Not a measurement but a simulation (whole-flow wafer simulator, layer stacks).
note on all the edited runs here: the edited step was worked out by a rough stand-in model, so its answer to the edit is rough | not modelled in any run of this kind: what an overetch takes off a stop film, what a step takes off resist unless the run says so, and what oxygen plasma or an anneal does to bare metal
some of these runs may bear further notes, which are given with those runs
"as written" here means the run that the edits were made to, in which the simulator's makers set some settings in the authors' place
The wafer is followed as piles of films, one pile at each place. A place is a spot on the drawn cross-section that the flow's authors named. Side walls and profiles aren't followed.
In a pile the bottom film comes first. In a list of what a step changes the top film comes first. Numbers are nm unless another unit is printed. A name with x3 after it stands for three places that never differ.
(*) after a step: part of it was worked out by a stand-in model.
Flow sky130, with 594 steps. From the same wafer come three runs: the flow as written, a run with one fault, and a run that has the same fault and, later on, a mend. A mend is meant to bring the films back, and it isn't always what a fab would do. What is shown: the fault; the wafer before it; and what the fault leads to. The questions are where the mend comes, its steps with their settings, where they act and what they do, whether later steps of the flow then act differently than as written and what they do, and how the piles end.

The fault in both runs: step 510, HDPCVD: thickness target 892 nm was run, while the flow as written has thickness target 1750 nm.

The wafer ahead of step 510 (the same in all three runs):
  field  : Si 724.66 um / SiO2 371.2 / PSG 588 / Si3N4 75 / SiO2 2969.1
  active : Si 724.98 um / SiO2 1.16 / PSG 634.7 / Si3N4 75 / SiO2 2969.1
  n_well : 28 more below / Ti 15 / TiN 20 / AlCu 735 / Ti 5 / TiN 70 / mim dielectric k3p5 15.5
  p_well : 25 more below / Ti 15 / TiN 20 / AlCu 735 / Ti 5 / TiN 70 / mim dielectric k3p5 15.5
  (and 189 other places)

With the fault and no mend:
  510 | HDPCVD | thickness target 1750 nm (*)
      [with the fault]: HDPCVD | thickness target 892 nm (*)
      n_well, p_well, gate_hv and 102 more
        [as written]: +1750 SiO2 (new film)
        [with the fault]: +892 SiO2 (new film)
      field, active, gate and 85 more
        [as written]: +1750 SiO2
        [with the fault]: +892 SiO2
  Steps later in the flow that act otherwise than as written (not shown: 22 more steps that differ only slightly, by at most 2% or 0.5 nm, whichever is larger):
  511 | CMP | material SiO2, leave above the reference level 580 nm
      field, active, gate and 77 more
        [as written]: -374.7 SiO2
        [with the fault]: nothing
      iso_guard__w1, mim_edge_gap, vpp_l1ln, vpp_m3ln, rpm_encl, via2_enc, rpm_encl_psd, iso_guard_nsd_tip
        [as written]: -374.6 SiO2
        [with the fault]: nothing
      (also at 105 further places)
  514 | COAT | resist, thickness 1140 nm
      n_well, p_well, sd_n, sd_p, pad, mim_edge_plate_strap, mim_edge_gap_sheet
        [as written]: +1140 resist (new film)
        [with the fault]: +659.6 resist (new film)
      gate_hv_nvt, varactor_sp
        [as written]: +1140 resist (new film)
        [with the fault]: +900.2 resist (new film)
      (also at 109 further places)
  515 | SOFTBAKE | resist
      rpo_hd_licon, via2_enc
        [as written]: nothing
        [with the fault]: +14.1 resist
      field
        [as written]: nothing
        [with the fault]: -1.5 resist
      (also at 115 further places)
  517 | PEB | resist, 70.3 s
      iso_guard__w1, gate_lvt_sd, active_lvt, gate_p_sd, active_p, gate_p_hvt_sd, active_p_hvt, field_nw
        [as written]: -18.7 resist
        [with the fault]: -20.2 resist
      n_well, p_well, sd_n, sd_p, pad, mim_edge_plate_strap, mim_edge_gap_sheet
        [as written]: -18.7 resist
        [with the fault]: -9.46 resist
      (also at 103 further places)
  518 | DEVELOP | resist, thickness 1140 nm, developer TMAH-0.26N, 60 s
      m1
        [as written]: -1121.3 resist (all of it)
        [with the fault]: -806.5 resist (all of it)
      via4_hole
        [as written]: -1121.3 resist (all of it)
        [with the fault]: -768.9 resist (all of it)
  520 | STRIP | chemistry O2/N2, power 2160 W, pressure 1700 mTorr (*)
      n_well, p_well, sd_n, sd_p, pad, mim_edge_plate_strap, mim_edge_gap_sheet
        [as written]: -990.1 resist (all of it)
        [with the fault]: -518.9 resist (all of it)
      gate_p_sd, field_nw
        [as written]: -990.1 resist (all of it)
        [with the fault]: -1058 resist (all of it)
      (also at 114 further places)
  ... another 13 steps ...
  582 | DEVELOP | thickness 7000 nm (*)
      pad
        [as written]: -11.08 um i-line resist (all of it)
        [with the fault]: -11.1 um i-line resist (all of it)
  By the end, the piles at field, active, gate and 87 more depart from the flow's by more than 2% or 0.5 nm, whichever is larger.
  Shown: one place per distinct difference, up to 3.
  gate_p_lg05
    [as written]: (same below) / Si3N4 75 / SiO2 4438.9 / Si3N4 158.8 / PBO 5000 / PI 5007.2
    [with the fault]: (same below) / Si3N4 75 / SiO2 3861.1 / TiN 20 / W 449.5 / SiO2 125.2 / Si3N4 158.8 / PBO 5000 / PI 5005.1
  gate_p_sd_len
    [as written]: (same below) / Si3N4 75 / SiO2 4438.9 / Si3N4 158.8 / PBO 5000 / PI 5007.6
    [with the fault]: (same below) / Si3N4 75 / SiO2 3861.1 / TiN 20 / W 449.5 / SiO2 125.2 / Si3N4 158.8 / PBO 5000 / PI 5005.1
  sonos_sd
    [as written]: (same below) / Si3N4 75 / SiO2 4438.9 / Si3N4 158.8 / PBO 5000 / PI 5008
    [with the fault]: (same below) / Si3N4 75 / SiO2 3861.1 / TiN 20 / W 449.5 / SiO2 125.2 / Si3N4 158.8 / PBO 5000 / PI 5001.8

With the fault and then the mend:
  The mend stands after step 510.
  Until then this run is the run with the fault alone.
  510a | HDPCVD | thickness target 858 nm (*) (the flow's step 510 again, with other settings)
      field, active, n_well and 190 more
        +858 SiO2
  Later steps of the flow that are run all act as written at every place that is followed.
  The piles end the same as the flow's at every place that both follow.
